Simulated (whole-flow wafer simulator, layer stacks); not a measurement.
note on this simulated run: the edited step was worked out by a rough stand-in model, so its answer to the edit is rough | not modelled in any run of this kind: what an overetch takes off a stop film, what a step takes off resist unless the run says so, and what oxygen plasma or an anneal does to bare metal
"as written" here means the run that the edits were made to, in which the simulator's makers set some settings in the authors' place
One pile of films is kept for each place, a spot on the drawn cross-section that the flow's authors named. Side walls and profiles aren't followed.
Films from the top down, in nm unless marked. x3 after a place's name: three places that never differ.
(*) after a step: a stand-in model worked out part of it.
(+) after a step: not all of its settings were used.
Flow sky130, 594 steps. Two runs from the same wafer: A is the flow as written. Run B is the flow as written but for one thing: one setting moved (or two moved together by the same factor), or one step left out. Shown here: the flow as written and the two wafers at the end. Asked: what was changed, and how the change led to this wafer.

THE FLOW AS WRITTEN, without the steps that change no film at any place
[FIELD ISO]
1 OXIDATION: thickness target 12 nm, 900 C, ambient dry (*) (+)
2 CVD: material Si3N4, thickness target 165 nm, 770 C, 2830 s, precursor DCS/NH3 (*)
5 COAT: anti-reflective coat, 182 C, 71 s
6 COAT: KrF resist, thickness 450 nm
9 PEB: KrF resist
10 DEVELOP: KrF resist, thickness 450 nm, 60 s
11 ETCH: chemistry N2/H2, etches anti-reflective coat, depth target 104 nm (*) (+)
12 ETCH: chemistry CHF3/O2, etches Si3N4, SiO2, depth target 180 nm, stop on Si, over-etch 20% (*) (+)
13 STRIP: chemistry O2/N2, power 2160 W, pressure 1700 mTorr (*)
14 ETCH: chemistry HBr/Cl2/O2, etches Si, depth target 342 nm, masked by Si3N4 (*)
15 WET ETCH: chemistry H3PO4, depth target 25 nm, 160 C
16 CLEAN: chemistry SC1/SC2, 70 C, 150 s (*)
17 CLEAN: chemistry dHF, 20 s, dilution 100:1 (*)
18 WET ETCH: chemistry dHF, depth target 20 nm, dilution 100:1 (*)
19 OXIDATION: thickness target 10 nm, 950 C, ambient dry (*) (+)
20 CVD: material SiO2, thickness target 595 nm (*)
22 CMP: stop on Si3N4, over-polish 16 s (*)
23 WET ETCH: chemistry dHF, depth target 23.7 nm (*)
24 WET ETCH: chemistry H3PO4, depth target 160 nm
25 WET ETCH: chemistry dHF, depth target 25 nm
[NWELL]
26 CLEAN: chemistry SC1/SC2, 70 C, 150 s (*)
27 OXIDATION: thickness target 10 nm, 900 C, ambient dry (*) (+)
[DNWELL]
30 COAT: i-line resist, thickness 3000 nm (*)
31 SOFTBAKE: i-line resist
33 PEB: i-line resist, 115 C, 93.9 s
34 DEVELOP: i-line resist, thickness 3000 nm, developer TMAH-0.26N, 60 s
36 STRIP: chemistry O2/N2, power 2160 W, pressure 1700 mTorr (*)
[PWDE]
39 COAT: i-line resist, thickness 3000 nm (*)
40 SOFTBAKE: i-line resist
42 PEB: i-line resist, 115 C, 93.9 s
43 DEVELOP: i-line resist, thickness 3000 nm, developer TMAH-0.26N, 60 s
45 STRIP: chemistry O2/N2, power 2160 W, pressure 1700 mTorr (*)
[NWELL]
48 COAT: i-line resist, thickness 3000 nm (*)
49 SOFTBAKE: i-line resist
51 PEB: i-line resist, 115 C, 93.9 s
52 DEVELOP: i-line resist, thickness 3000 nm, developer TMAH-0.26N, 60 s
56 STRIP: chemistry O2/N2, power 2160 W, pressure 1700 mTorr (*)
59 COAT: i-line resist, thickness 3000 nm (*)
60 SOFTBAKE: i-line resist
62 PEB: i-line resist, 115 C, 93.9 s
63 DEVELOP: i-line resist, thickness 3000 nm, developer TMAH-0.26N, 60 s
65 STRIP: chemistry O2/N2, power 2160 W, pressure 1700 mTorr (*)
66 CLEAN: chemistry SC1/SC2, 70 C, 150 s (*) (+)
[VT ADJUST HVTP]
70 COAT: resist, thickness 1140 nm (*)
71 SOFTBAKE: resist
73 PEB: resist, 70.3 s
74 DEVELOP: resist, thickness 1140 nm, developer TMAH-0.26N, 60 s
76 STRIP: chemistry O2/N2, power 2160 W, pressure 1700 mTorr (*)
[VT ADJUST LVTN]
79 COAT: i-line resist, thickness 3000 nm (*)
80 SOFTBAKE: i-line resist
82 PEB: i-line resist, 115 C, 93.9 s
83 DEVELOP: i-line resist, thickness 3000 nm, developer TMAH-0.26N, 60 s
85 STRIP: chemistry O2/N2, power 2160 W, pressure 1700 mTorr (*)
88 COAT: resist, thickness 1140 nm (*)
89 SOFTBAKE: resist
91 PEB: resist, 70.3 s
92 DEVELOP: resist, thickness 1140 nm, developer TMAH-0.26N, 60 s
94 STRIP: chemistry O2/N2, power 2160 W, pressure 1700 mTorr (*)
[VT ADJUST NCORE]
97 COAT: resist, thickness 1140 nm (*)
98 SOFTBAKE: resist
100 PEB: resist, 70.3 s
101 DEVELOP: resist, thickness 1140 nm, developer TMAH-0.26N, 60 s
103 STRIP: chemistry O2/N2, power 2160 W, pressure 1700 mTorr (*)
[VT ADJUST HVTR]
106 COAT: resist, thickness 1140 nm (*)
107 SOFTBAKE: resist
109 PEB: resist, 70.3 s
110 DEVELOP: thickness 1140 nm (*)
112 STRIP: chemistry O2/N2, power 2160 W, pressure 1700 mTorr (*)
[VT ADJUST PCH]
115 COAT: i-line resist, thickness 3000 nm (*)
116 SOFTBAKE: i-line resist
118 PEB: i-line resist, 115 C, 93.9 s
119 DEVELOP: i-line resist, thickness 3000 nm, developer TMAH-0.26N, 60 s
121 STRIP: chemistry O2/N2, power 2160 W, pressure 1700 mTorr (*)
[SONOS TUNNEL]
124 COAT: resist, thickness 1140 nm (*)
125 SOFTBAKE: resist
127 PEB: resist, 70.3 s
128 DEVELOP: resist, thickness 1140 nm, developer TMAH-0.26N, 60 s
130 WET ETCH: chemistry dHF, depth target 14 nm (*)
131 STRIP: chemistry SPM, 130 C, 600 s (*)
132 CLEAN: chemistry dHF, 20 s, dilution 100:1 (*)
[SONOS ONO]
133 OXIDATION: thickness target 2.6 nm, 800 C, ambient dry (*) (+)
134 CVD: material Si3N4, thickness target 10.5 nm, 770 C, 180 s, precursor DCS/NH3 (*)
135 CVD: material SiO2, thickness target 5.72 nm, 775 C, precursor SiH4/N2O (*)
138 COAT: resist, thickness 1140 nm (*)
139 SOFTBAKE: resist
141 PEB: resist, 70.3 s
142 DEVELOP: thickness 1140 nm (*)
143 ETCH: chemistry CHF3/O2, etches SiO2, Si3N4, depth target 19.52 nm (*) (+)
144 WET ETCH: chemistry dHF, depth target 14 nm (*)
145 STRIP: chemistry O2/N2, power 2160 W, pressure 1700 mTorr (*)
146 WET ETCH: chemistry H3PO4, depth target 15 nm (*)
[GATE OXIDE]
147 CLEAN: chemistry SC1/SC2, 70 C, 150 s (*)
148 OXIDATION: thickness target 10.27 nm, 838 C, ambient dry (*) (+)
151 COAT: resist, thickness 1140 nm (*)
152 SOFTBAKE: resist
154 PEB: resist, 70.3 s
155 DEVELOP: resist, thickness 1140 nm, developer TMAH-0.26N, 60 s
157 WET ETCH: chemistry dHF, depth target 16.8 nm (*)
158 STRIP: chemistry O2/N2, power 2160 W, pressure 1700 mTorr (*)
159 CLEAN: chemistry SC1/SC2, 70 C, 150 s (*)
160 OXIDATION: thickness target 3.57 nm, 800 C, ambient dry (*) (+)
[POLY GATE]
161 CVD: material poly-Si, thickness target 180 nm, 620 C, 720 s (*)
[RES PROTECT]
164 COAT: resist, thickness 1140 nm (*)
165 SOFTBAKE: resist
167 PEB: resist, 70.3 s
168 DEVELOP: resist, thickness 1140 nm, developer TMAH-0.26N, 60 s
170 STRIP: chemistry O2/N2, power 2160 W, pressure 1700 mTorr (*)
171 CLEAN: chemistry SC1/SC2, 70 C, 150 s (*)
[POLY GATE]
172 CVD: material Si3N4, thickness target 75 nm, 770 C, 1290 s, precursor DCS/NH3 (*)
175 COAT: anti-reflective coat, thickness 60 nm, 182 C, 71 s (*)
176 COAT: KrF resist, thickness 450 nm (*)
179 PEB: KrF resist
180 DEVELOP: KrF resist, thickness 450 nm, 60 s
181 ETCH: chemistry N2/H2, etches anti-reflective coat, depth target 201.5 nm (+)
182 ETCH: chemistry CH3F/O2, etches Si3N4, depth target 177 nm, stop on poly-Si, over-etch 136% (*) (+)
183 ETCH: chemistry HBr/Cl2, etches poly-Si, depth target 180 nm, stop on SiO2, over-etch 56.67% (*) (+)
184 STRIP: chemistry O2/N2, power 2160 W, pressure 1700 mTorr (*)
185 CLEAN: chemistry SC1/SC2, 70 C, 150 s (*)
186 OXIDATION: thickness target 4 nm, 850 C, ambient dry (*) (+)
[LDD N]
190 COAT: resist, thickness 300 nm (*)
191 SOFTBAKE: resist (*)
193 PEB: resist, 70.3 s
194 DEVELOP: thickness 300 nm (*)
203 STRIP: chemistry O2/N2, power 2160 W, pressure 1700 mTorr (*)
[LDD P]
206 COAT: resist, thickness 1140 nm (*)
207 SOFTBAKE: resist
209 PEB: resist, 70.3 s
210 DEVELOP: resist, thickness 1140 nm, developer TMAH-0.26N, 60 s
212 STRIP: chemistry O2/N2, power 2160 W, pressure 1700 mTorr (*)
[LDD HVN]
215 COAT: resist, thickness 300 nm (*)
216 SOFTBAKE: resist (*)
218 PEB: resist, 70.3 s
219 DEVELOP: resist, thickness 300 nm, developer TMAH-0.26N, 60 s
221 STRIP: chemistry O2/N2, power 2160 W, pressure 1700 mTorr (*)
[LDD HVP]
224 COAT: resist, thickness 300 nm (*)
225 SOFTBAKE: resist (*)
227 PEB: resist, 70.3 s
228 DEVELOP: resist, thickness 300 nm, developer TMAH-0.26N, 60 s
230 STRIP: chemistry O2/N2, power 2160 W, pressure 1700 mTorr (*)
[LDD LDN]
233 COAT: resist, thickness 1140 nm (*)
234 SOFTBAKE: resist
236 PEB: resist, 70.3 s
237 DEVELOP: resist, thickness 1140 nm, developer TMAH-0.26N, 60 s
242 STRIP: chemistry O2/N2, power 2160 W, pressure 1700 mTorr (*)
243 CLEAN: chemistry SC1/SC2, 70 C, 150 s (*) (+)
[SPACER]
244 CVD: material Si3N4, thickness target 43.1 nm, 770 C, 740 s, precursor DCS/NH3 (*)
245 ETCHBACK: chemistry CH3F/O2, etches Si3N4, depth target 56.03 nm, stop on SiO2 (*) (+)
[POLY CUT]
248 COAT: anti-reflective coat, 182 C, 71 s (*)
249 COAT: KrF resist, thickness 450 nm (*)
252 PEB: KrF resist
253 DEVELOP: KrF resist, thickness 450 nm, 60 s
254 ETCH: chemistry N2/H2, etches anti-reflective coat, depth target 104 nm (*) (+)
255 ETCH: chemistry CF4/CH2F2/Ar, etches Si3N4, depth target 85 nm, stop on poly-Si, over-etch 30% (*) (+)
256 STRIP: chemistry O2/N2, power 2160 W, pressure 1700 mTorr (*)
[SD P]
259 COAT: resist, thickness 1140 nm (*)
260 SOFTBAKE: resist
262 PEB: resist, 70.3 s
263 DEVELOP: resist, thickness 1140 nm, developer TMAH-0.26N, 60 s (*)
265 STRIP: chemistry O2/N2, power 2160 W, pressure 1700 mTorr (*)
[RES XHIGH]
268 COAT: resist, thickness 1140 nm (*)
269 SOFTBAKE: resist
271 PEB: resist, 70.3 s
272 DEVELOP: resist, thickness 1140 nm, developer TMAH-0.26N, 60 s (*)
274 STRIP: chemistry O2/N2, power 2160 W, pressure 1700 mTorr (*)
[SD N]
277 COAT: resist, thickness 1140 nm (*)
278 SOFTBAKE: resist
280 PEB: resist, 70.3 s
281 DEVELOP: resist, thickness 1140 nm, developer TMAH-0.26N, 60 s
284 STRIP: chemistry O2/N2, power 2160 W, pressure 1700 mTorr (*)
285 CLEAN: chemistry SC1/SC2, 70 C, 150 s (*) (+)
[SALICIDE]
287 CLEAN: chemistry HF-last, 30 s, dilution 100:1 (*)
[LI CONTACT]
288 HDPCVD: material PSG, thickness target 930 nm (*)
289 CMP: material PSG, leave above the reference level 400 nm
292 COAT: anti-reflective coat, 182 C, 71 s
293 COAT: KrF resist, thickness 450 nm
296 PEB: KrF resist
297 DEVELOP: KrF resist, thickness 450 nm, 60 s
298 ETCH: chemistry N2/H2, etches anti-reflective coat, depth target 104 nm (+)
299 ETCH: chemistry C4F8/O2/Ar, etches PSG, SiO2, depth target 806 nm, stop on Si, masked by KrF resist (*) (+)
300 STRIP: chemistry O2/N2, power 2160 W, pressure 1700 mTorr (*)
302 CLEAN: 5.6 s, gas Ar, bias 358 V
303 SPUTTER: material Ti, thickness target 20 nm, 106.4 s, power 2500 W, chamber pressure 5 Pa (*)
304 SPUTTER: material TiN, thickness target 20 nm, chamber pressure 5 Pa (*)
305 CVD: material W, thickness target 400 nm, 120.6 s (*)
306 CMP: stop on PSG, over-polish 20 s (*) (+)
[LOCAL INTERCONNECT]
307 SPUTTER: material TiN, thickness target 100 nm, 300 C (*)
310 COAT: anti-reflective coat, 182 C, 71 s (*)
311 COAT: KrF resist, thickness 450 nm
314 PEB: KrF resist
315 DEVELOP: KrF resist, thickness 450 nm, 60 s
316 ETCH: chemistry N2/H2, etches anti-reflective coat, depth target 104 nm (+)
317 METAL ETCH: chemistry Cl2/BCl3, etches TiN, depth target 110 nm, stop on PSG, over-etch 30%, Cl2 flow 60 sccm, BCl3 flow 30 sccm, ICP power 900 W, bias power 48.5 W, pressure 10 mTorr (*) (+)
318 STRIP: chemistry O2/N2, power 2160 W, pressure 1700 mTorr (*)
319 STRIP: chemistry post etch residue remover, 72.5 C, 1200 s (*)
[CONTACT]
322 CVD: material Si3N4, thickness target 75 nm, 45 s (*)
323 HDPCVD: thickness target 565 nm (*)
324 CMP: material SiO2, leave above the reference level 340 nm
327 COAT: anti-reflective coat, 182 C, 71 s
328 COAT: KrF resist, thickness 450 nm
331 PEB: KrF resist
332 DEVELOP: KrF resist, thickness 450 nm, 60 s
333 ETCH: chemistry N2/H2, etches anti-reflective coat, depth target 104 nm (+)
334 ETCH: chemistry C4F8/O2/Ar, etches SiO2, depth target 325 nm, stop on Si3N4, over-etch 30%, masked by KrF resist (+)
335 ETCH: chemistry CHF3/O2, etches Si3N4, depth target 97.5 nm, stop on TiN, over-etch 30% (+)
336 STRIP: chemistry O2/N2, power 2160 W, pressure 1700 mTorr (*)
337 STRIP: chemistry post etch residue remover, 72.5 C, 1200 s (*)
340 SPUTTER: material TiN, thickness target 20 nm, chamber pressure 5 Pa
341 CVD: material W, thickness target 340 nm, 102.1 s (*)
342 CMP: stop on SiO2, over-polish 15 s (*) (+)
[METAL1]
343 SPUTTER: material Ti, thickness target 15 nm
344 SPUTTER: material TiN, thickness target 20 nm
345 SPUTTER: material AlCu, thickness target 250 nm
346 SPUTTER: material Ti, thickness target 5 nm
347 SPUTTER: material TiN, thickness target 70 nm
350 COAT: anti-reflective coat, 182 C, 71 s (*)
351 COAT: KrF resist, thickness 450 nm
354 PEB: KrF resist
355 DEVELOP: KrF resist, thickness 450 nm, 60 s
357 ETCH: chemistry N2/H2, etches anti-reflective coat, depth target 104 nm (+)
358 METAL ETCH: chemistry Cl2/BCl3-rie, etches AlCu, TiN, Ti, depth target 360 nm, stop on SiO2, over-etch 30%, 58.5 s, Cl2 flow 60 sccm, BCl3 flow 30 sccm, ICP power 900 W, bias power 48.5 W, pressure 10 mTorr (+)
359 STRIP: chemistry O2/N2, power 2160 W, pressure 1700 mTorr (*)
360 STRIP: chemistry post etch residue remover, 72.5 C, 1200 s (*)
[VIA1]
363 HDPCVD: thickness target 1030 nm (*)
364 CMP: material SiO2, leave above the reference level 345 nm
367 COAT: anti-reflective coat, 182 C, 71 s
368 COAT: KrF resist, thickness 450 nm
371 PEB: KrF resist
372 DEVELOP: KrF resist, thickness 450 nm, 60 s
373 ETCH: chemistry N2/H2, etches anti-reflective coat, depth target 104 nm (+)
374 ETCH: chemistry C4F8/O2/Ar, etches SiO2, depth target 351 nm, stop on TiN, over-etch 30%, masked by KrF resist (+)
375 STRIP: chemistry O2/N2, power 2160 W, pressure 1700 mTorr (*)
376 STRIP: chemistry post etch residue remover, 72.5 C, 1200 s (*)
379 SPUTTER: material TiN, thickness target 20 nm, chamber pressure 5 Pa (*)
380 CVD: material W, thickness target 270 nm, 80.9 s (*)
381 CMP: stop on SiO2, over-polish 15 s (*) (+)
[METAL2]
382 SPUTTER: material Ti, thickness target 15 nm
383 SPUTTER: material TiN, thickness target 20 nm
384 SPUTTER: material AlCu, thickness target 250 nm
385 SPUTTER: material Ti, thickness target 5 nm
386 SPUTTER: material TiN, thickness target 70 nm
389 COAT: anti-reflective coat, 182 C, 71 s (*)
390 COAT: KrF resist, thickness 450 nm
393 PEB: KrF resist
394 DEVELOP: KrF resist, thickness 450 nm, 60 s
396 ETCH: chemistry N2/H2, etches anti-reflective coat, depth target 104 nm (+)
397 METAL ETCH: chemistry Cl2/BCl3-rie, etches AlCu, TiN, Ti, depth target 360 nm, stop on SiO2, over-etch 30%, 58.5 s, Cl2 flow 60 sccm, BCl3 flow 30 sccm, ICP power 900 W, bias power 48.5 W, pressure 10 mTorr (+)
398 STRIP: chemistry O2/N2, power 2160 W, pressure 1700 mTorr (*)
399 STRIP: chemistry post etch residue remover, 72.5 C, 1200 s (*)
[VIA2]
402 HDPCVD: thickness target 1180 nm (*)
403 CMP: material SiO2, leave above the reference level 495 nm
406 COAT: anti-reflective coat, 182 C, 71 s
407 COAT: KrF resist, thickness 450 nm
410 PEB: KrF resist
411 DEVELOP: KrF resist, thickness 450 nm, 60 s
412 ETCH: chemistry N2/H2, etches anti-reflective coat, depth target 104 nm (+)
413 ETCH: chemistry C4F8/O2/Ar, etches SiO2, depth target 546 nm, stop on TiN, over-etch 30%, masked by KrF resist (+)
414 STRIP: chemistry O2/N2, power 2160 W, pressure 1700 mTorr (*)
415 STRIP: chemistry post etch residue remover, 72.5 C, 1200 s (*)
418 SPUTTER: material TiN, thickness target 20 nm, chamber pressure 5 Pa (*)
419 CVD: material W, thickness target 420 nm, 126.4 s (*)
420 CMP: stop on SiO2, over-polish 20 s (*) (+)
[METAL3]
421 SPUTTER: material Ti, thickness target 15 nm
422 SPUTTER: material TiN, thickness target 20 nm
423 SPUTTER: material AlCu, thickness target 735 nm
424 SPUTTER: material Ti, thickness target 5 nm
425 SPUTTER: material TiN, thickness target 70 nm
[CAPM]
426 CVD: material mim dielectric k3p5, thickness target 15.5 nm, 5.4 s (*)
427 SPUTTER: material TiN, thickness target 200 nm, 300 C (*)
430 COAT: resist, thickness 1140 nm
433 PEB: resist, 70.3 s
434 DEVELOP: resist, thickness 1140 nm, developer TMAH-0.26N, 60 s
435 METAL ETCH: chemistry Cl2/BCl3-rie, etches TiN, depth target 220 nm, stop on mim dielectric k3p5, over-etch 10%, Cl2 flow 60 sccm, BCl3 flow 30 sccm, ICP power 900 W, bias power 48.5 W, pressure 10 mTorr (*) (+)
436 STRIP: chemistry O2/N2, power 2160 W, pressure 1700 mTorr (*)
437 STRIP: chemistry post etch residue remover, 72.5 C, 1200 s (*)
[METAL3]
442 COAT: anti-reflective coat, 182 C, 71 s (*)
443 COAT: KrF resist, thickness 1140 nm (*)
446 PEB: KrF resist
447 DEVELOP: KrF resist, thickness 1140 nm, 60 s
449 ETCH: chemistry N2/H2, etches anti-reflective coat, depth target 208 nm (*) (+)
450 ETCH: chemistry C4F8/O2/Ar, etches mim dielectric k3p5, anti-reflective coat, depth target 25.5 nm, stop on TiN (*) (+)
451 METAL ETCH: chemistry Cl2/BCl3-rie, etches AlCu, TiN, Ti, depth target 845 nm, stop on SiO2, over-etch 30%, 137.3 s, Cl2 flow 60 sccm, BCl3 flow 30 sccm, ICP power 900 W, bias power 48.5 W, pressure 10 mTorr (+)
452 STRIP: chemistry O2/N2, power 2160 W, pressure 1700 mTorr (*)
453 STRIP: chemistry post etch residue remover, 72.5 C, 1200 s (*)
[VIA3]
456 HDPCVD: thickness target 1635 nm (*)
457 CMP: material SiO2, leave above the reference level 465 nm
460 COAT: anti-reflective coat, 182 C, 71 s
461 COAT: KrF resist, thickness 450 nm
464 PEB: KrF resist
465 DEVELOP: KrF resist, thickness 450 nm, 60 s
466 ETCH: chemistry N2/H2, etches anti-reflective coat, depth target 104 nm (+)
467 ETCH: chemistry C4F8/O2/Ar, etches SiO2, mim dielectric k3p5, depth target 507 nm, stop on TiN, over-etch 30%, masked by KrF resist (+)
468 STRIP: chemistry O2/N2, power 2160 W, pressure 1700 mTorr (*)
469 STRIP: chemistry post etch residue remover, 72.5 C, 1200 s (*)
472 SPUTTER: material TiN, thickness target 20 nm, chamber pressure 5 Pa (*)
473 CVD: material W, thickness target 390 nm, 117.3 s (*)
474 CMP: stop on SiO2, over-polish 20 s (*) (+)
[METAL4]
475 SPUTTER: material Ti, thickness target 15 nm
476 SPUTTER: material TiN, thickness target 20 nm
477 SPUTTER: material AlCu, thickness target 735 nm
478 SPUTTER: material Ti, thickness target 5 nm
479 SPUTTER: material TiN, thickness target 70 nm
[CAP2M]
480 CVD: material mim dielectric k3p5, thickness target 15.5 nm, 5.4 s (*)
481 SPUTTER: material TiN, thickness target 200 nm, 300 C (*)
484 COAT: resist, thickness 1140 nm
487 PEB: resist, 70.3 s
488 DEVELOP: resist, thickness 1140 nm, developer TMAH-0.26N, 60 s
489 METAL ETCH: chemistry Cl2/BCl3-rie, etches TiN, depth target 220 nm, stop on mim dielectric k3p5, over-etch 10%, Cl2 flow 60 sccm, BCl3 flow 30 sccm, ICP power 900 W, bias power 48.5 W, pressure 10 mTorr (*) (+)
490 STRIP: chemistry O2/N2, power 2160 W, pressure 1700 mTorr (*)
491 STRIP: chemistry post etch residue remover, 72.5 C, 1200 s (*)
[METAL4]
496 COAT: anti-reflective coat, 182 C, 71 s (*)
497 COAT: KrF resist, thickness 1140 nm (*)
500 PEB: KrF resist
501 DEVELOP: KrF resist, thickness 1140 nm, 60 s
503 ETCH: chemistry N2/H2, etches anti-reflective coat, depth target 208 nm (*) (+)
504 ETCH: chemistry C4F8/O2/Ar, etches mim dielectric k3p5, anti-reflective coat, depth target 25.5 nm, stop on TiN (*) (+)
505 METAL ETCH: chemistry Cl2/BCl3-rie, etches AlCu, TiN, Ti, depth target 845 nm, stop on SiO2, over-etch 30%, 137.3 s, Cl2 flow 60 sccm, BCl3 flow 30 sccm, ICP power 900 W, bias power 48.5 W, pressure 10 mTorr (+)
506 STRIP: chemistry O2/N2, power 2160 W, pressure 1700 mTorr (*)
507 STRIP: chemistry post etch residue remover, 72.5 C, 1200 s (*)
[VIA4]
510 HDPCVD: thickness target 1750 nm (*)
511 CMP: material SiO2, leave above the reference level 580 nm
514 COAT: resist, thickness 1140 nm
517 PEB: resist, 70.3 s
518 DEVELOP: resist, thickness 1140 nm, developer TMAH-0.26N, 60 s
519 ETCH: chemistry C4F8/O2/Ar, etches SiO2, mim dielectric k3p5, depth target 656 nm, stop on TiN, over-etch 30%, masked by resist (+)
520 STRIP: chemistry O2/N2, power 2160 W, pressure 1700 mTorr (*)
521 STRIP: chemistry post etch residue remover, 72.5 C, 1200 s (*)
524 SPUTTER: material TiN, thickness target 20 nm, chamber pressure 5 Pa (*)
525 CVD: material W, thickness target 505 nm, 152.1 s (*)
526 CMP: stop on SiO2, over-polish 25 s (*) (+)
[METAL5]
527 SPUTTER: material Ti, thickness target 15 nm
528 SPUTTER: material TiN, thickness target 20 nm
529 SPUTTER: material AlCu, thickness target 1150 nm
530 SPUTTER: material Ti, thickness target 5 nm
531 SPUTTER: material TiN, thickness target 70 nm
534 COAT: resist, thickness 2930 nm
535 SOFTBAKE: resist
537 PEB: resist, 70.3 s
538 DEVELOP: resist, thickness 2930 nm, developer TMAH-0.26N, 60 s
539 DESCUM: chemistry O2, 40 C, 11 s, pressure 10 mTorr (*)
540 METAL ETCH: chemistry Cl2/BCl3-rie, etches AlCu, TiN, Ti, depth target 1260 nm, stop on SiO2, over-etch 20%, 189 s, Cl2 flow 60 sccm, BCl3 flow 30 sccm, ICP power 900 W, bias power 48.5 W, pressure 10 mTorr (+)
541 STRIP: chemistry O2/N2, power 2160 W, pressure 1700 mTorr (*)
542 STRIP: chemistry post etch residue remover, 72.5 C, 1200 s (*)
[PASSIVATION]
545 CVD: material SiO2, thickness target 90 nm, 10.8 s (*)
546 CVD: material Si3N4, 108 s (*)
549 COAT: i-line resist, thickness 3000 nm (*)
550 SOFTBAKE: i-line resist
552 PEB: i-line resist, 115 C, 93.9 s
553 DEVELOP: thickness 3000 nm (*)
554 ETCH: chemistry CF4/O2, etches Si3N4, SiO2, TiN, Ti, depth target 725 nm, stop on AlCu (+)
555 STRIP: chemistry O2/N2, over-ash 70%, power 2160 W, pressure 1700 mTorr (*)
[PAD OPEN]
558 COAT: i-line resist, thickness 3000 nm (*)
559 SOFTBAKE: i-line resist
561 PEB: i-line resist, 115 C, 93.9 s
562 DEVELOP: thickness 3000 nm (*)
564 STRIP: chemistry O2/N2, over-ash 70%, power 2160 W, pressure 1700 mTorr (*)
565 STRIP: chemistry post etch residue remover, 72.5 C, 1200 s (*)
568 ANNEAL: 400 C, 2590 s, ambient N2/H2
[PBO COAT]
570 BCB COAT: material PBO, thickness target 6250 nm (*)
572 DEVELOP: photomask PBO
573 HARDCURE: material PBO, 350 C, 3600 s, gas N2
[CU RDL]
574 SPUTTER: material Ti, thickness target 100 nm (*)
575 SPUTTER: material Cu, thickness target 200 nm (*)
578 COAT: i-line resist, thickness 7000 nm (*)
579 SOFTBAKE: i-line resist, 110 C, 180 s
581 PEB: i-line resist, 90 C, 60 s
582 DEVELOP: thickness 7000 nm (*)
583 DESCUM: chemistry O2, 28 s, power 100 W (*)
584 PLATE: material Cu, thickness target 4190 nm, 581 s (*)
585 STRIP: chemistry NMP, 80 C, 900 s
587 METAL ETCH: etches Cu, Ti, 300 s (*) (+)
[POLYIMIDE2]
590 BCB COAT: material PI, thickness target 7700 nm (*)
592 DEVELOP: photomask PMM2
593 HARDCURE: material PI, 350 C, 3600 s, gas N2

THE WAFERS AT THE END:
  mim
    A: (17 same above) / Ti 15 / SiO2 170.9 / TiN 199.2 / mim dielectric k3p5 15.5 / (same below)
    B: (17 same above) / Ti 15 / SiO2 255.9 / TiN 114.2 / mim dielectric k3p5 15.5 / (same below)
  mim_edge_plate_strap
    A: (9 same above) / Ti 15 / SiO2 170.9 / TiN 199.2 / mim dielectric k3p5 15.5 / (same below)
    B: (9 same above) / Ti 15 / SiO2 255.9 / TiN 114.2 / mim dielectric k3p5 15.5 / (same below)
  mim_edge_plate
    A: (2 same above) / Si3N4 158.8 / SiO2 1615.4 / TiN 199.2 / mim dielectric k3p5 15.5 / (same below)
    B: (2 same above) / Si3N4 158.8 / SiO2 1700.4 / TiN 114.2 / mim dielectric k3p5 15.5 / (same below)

The cause: step 427, SPUTTER: thickness target 115 nm was run, where the flow has thickness target 200 nm.

How the change led to this, step by step:
  427 SPUTTER: material TiN, thickness target 200 nm, 300 C (*)
      field, active, n_well and 188 more: A TiN +200 (new film) | B TiN +115 (new film)
  435 METAL ETCH: chemistry Cl2/BCl3-rie, etches TiN, depth target 220 nm, stop on mim dielectric k3p5, over-etch 10%, Cl2 flow 60 sccm, BCl3 flow 30 sccm, ICP power 900 W, bias power 48.5 W, pressure 10 mTorr (*) (+)
      field, active, n_well and 185 more: A TiN -200 (all of it) | B TiN -115 (all of it)
      mim, mim_edge_plate_strap, mim_edge_plate: A resist -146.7 | B resist -84.3
  436 STRIP: chemistry O2/N2, power 2160 W, pressure 1700 mTorr (*)
      mim, mim_edge_plate_strap, mim_edge_plate: A resist -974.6 (all of it) | B resist -1036.9 (all of it)
  442 COAT: anti-reflective coat, 182 C, 71 s (*)
      poly_licon, rpo_hd_licon: A anti-reflective coat +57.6 (new film) | B anti-reflective coat +79.1 (new film)
      mim: A anti-reflective coat +40.4 (new film) | B anti-reflective coat +30.1 (new film)
      (and at 8 more places)
  443 COAT: KrF resist, thickness 1140 nm (*)
      mim_edge_plate_strap, mim_edge_plate: A KrF resist +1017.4 (new film) | B KrF resist +1102.4 (new film)
      poly_licon, rpo_hd_licon: A KrF resist +1171.3 (new film) | B KrF resist +1147.5 (new film)
      (and at 3 more places)
  447 DEVELOP: KrF resist, thickness 1140 nm, 60 s
      poly_licon, rpo_hd_licon: A KrF resist -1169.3 (all of it) | B KrF resist -1145.6 (all of it)
      rxpo_ln: A KrF resist -1165.6 (all of it) | B KrF resist -1139.8 (all of it)
  449 ETCH: chemistry N2/H2, etches anti-reflective coat, depth target 208 nm (*) (+)
      poly_licon, rpo_hd_licon: A anti-reflective coat -57.6 (all of it) | B anti-reflective coat -79.1 (all of it)
      rpo_hd: A anti-reflective coat -62 (all of it) | B anti-reflective coat -75.8 (all of it)
      (and at 2 more places)
  452 STRIP: chemistry O2/N2, power 2160 W, pressure 1700 mTorr (*)
      mim_edge_plate_strap, mim_edge_plate: A KrF resist -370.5 (all of it), anti-reflective coat -3 (all of it) | B KrF resist -455.3 (all of it), anti-reflective coat -3 (all of it)
      mim: A KrF resist -378.7 (all of it), anti-reflective coat -40.4 (all of it) | B KrF resist -448.9 (all of it), anti-reflective coat -30.1 (all of it)
      (and at 5 more places)
  457 CMP: material SiO2, leave above the reference level 465 nm
      mim, mim_edge_plate_strap, mim_edge_plate: A SiO2 -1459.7 | B SiO2 -1374.7
